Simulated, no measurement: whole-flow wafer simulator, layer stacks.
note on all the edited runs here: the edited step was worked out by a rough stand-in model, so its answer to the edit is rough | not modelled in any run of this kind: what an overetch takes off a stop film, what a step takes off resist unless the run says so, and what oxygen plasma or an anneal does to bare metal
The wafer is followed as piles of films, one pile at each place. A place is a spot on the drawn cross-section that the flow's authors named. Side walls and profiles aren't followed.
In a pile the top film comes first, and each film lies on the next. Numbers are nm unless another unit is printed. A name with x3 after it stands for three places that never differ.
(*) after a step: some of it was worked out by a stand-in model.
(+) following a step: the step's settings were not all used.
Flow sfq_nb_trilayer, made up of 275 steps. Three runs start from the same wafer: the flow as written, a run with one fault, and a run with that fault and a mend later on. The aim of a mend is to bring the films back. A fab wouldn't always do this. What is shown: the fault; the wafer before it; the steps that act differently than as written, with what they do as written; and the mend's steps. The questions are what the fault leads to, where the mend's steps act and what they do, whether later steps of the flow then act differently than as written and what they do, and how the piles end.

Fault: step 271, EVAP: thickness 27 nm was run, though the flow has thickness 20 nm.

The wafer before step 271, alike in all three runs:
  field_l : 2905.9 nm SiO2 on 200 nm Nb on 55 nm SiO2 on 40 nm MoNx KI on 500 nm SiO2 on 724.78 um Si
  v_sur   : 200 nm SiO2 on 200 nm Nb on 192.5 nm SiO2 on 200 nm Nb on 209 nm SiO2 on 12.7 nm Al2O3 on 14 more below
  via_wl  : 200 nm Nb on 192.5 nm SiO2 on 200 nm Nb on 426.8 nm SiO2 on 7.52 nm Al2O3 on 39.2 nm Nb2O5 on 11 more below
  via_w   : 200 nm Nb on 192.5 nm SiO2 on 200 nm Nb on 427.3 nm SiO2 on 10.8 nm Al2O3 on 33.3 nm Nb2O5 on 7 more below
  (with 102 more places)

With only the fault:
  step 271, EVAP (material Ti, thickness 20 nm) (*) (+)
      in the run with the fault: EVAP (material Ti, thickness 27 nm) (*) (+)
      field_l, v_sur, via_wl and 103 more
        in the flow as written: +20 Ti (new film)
        in the run with the fault: +27 Ti (new film)
  Steps further on in the flow that do not act as written:
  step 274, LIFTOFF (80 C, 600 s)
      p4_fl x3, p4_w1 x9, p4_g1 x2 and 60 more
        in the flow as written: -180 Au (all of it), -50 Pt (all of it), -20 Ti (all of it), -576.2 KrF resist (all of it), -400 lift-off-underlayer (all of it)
        in the run with the fault: -180 Au (all of it), -50 Pt (all of it), -27 Ti (all of it), -576.2 KrF resist (all of it), -400 lift-off-underlayer (all of it)
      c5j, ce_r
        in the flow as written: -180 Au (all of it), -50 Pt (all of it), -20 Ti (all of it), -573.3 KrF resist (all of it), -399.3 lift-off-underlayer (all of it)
        in the run with the fault: -180 Au (all of it), -50 Pt (all of it), -27 Ti (all of it), -573.3 KrF resist (all of it), -399.3 lift-off-underlayer (all of it)
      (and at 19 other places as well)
  At field_l, v_sur, via_wl and 8 more, the piles at the end differ from the flow's by more than 2% or 0.5 nm, whichever is larger.
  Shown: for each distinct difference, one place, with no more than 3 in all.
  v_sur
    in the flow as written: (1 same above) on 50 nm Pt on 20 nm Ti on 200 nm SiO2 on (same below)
    in the run with the fault: (1 same above) on 50 nm Pt on 27 nm Ti on 200 nm SiO2 on (same below)
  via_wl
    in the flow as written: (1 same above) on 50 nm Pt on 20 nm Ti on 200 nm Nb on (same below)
    in the run with the fault: (1 same above) on 50 nm Pt on 27 nm Ti on 200 nm Nb on (same below)
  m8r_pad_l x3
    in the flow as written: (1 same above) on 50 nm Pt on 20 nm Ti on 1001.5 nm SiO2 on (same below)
    in the run with the fault: (1 same above) on 50 nm Pt on 27 nm Ti on 1001.5 nm SiO2 on (same below)

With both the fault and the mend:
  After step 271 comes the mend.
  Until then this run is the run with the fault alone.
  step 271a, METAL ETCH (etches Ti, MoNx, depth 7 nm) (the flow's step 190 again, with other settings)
      field_l, v_sur, via_wl and 103 more
        -7 Ti
  Every later step of the flow that is run acts as written at every place that is followed.
  At every place that both follow, the piles at the end match the flow's.
